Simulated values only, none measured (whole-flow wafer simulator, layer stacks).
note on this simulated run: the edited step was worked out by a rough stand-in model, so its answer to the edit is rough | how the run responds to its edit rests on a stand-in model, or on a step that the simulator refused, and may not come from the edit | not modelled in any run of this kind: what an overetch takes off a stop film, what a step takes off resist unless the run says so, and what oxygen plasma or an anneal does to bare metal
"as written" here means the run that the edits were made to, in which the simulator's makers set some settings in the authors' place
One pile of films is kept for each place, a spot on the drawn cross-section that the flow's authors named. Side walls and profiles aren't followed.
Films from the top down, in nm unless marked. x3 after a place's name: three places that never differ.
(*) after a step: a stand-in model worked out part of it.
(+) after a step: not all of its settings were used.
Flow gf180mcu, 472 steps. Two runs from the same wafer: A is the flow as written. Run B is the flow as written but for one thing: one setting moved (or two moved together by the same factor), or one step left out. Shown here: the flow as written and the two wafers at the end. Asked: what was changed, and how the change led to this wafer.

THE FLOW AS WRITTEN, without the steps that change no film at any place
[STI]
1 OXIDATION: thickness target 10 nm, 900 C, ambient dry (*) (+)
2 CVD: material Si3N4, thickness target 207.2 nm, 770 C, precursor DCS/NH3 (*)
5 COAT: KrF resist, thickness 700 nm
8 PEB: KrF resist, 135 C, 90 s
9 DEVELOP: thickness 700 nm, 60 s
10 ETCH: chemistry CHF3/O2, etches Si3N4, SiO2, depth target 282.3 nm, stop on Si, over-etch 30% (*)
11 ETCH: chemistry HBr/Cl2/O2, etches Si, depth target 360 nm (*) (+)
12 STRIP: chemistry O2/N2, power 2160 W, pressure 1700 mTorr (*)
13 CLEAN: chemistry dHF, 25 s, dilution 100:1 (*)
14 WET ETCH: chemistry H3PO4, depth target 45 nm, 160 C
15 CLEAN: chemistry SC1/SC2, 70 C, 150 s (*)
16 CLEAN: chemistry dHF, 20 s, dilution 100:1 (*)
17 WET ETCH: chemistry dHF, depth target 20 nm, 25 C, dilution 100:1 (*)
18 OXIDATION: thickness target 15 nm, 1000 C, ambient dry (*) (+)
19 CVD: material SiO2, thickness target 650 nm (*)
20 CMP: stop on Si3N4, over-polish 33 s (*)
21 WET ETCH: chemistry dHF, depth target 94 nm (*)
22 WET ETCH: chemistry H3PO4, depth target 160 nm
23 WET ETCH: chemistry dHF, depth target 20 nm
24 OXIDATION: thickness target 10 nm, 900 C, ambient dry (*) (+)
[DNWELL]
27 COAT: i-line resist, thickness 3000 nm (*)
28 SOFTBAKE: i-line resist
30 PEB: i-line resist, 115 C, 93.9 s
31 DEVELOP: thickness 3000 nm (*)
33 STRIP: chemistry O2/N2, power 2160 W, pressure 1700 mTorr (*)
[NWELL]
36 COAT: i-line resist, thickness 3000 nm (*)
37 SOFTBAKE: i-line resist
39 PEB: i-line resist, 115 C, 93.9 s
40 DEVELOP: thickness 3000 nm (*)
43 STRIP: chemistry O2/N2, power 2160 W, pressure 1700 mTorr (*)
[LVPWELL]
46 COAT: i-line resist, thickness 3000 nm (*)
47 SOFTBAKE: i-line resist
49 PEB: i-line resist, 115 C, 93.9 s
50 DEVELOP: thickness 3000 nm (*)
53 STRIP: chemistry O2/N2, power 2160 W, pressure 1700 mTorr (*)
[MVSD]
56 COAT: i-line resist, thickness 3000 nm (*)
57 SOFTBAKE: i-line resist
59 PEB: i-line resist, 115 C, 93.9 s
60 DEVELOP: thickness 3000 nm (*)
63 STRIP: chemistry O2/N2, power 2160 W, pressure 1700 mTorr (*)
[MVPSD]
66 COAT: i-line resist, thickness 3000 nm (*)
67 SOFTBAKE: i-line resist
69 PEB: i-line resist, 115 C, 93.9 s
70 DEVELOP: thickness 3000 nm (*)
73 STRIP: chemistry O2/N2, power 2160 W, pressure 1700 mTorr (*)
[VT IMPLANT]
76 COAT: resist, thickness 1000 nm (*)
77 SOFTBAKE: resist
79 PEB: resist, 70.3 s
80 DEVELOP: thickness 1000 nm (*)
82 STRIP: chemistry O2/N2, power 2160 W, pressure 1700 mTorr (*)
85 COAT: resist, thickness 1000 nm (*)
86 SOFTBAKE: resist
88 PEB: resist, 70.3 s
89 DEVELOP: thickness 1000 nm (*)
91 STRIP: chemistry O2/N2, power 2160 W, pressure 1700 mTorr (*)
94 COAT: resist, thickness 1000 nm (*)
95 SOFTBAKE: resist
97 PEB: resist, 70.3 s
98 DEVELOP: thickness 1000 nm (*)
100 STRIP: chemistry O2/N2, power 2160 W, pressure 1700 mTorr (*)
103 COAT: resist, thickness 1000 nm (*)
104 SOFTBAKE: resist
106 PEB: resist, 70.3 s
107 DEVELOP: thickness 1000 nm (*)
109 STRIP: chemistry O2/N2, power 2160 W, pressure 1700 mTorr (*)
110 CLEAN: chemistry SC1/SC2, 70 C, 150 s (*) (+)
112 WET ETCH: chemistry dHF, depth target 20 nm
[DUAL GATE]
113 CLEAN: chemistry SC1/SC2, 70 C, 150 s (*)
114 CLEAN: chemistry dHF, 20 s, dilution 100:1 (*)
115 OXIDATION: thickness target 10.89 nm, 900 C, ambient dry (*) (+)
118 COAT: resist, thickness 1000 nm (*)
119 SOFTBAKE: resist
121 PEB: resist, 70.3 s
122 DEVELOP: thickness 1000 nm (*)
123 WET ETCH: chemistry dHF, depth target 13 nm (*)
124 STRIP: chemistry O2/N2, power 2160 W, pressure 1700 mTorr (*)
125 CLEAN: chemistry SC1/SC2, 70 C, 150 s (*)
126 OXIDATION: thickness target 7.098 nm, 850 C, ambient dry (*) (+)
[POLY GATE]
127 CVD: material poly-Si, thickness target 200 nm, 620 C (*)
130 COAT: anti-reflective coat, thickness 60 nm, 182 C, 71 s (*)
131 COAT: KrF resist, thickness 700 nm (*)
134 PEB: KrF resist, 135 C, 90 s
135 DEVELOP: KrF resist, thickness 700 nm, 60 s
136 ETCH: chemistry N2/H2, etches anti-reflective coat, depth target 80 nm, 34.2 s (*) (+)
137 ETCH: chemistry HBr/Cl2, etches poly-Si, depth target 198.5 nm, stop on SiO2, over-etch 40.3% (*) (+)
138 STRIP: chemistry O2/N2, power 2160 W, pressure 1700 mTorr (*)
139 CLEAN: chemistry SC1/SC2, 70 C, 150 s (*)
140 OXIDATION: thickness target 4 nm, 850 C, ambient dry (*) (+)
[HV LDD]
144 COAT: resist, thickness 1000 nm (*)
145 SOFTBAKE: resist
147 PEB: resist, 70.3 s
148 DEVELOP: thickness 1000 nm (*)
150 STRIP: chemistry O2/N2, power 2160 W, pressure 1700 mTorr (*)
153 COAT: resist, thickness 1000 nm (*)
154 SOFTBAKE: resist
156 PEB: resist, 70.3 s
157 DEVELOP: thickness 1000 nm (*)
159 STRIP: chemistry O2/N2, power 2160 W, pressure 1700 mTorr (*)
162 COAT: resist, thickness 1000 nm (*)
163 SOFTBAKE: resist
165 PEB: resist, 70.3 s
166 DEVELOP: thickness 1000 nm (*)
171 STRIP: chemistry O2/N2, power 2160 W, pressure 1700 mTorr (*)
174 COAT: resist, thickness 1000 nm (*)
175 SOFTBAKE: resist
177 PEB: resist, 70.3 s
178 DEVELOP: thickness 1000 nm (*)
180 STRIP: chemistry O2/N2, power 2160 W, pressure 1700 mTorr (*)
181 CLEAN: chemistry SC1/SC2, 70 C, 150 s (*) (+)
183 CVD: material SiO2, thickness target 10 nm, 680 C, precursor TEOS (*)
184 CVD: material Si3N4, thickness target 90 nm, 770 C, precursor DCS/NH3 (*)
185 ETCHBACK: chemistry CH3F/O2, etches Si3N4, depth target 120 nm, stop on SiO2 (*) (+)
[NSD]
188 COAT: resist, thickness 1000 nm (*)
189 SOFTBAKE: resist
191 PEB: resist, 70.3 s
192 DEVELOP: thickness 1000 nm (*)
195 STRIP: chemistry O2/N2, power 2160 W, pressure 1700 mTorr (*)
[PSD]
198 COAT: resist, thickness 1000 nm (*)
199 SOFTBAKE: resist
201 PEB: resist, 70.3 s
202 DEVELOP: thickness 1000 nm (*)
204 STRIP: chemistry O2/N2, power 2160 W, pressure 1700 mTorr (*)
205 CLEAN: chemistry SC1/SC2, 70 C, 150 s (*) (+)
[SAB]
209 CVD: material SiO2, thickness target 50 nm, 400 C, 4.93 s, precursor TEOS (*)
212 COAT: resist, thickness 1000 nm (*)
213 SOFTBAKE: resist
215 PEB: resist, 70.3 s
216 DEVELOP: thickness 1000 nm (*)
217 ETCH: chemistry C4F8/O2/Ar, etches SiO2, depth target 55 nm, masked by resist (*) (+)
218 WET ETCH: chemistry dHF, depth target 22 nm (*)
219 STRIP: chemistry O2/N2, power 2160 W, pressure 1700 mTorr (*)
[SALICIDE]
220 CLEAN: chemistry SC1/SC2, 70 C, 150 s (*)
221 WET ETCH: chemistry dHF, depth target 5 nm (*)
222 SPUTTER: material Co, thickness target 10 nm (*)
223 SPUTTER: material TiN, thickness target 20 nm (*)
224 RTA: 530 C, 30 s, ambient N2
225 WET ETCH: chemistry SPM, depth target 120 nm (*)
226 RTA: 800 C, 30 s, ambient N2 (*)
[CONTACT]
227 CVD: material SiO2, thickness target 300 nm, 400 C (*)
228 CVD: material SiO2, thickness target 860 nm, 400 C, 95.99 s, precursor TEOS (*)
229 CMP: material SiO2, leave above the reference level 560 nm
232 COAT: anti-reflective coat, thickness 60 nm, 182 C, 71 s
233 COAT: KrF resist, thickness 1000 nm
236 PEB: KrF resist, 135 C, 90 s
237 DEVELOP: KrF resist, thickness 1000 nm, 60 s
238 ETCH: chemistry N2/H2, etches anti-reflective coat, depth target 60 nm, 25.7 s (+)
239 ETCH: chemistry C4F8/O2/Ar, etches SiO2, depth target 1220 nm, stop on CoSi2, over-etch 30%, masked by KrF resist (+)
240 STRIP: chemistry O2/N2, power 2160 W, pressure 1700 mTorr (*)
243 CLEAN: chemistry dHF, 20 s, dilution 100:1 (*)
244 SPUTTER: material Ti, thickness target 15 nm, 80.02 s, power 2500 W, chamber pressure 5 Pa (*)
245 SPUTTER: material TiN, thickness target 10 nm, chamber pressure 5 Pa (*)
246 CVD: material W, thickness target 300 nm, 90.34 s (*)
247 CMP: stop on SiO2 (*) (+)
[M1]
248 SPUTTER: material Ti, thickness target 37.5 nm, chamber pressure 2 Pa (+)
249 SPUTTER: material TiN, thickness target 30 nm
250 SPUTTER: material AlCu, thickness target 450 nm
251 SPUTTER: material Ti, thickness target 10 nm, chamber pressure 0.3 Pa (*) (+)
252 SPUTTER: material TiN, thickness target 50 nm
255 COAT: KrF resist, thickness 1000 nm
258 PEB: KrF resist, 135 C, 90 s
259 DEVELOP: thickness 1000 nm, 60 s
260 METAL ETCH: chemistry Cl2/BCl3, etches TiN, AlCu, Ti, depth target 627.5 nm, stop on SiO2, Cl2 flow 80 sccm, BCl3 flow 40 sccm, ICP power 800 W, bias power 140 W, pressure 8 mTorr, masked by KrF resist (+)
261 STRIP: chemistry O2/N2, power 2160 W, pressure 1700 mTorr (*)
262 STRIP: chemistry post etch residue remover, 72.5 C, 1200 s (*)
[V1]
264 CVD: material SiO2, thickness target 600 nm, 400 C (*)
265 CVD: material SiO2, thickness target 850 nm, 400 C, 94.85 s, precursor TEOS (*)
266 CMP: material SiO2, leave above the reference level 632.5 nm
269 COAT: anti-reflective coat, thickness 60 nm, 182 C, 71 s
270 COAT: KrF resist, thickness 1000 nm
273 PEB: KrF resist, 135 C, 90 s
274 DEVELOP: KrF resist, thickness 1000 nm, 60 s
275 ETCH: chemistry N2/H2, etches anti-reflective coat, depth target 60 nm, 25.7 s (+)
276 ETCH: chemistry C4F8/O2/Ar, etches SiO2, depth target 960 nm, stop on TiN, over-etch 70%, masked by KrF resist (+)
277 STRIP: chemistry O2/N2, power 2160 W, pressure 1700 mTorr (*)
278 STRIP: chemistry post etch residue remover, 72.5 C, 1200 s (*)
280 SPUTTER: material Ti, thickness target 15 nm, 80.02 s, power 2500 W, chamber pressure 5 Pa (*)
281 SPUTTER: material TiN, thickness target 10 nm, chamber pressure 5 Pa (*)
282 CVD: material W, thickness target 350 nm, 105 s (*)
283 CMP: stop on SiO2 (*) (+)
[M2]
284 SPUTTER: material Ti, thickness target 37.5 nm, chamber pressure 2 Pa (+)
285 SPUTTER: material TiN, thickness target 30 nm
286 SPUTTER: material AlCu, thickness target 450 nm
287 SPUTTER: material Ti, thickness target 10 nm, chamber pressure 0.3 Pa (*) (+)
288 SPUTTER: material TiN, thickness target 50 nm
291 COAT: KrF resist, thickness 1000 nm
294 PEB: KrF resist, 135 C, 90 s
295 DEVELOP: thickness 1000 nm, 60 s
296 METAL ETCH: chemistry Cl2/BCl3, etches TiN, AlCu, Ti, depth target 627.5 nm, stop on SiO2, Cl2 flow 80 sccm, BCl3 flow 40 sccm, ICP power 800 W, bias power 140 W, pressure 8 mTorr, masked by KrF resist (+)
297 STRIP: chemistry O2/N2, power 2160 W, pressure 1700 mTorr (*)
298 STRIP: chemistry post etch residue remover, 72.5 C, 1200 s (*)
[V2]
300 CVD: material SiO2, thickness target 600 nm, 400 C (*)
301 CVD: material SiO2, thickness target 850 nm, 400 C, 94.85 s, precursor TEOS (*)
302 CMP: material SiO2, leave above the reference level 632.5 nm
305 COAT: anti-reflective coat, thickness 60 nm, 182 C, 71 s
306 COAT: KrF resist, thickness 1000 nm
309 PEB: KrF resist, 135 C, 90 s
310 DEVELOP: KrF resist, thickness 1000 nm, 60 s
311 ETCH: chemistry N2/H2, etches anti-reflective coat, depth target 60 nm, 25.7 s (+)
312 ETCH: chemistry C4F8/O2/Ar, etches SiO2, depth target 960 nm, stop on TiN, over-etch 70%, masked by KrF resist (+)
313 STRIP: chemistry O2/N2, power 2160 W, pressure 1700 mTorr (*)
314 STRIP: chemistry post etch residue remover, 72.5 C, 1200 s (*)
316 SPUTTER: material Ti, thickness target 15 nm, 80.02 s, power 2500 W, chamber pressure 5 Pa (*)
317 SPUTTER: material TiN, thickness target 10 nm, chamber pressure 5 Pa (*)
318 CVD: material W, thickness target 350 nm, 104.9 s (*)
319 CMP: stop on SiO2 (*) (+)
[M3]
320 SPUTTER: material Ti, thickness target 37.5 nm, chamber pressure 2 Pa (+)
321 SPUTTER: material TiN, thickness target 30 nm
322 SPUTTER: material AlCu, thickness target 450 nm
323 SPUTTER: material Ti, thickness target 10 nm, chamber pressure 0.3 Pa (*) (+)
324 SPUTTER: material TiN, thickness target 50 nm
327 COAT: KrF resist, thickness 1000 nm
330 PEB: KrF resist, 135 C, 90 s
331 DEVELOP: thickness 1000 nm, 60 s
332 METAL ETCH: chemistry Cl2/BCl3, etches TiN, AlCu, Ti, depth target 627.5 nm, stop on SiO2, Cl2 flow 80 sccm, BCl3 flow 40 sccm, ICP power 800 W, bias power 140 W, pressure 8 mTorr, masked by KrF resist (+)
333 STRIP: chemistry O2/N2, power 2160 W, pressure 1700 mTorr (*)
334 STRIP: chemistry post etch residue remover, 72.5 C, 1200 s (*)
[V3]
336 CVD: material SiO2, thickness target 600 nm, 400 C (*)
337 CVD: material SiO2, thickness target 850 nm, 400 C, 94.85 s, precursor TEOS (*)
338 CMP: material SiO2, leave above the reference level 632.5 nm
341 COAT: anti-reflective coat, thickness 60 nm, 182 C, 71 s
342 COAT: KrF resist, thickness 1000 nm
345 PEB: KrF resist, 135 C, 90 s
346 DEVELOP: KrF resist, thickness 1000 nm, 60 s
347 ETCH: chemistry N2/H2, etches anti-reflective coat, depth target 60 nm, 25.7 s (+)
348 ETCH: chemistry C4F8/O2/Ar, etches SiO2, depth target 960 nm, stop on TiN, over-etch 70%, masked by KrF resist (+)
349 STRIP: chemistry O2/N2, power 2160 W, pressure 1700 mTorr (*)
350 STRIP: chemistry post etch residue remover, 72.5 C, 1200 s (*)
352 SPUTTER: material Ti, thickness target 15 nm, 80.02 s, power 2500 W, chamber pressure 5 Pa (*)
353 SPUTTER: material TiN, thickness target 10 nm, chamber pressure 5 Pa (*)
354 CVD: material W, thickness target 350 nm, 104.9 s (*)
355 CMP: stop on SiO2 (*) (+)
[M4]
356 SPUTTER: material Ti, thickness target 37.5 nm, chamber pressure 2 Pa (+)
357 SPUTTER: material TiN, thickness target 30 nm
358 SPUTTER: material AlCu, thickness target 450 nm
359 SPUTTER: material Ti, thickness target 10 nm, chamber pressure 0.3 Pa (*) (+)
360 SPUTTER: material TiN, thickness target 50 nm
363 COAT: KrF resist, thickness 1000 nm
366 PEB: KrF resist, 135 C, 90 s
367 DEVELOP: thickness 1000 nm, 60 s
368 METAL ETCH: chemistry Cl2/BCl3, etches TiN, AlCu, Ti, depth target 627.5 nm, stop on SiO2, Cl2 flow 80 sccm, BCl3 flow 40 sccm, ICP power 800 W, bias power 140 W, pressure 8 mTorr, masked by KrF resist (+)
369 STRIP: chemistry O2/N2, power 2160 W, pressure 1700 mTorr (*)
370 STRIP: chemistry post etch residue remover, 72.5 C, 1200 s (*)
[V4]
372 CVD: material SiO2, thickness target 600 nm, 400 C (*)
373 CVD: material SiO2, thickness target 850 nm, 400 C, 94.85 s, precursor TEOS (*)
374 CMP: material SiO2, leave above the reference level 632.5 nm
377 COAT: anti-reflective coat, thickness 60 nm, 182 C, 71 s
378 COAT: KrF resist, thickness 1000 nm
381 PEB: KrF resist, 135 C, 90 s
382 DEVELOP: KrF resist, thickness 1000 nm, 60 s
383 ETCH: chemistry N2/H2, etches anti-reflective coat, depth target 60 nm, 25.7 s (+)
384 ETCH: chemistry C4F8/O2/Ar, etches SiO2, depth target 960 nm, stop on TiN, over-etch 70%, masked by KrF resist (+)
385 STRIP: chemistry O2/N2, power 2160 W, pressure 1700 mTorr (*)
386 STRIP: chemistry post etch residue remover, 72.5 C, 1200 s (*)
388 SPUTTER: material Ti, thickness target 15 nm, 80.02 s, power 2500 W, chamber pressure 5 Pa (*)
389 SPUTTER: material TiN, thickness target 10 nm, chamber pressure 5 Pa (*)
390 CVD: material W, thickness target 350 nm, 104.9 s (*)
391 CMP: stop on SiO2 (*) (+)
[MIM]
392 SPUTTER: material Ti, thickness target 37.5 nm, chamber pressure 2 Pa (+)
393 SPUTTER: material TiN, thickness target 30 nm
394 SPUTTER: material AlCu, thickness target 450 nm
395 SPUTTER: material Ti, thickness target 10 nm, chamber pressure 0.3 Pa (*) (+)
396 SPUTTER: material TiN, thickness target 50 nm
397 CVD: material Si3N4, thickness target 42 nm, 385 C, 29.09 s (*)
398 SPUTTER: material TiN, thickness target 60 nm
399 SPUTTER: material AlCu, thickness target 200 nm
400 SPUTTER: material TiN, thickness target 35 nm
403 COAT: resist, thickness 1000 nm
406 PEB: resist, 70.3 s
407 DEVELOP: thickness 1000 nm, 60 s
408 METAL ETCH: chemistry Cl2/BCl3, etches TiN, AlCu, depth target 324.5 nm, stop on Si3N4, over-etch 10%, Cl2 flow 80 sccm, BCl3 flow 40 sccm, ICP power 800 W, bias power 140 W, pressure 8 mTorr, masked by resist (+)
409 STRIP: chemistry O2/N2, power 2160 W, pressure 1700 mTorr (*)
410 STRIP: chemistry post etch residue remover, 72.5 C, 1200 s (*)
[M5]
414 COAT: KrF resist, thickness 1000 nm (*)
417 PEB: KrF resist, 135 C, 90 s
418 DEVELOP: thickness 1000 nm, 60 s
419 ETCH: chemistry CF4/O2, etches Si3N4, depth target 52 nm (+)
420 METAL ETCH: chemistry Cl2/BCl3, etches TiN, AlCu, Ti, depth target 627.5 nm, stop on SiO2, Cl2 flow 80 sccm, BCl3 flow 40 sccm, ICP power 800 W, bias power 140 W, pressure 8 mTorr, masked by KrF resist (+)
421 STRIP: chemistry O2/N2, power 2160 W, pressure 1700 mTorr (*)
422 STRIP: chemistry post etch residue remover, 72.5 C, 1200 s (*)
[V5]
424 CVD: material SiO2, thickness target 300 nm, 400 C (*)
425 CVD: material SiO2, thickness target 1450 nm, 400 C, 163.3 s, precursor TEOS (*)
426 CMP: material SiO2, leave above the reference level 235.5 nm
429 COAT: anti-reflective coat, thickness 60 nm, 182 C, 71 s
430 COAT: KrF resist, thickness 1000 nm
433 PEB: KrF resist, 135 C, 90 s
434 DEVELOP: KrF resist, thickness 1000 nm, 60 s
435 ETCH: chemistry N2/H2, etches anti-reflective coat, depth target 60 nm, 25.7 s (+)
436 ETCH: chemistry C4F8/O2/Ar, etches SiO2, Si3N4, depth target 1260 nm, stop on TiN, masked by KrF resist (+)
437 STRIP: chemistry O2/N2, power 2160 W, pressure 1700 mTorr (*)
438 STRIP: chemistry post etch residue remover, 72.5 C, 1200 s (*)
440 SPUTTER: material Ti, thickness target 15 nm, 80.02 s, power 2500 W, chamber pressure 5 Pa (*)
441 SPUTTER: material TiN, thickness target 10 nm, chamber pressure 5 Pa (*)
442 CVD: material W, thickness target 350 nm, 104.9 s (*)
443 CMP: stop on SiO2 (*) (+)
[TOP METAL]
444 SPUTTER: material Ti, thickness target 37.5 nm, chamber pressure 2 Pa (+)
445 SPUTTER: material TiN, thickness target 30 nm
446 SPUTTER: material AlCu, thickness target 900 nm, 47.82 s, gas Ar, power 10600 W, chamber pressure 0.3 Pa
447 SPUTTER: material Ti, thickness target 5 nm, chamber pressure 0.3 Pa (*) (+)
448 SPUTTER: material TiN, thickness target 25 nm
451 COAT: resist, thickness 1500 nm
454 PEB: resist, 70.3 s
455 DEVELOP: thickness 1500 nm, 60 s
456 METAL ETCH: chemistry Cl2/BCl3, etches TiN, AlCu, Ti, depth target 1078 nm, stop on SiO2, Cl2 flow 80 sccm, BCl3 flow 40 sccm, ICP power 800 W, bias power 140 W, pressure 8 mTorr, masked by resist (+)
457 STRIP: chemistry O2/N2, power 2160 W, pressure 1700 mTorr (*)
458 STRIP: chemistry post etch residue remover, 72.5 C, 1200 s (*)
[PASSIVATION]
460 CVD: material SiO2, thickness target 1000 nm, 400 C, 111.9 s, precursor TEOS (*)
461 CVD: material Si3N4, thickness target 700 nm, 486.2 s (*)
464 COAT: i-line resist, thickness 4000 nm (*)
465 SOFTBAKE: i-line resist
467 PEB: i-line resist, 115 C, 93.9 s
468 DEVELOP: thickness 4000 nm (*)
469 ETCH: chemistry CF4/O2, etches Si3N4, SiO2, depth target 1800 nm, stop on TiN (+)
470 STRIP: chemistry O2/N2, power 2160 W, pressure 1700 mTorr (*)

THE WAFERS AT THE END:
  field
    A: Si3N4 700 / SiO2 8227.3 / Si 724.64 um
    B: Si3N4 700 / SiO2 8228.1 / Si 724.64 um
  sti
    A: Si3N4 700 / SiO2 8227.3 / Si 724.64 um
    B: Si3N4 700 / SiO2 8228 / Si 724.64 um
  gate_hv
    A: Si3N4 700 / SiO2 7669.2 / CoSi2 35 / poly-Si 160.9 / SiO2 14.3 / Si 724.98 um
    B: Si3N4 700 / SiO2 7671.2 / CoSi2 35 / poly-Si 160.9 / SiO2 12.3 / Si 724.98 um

The cause: step 126, OXIDATION: thickness target 4.791 nm was run, where the flow has thickness target 7.098 nm.

How the change led to this, step by step:
  126 OXIDATION: thickness target 7.098 nm, 850 C, ambient dry (*) (+)
      gate_hv, active_hv, active_nat and 25 more: A SiO2 +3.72, Si -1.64 | B SiO2 +1.78, Si -0.78
      active, n_well, p_well and 12 more: A SiO2 +7.1 (new film), chemical SiO2 -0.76 (all of it), Si -2.79 | B SiO2 +4.79 (new film), chemical SiO2 -0.76 (all of it), Si -1.78
  189 SOFTBAKE: resist
      field__w9: A resist +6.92 | B resist -3.06
      active_hv: A resist +2.68 | B resist -0.5
      (and at 1 more place)
  199 SOFTBAKE: resist
      field__w9: A resist +6.92 | B resist -3.06
      active_hv: A resist +2.68 | B resist -0.5
      (and at 1 more place)
  218 WET ETCH: chemistry dHF, depth target 22 nm (*)
      active, p_well, sd_n, iso_ptap_pw, iso_ntap_nw, iso_ptap_sub, vpnp_e: A SiO2 -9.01 (all of it) | B SiO2 -6.93 (all of it)
      ldn_tap, ldn_src, ldn_drn, ldp_tap, ldp_src, ldp_drn, ldp_gr: A SiO2 -16 (all of it) | B SiO2 -14.1 (all of it)
      (and at 9 more places)
  223 SPUTTER: material TiN, thickness target 20 nm (*)
      field__w12: A TiN +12 (new film) | B TiN +12.6 (new film)
  225 WET ETCH: chemistry SPM, depth target 120 nm (*)
      field__w12: A TiN -12 (all of it), Co -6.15 (all of it) | B TiN -12.6 (all of it), Co -6.15 (all of it)
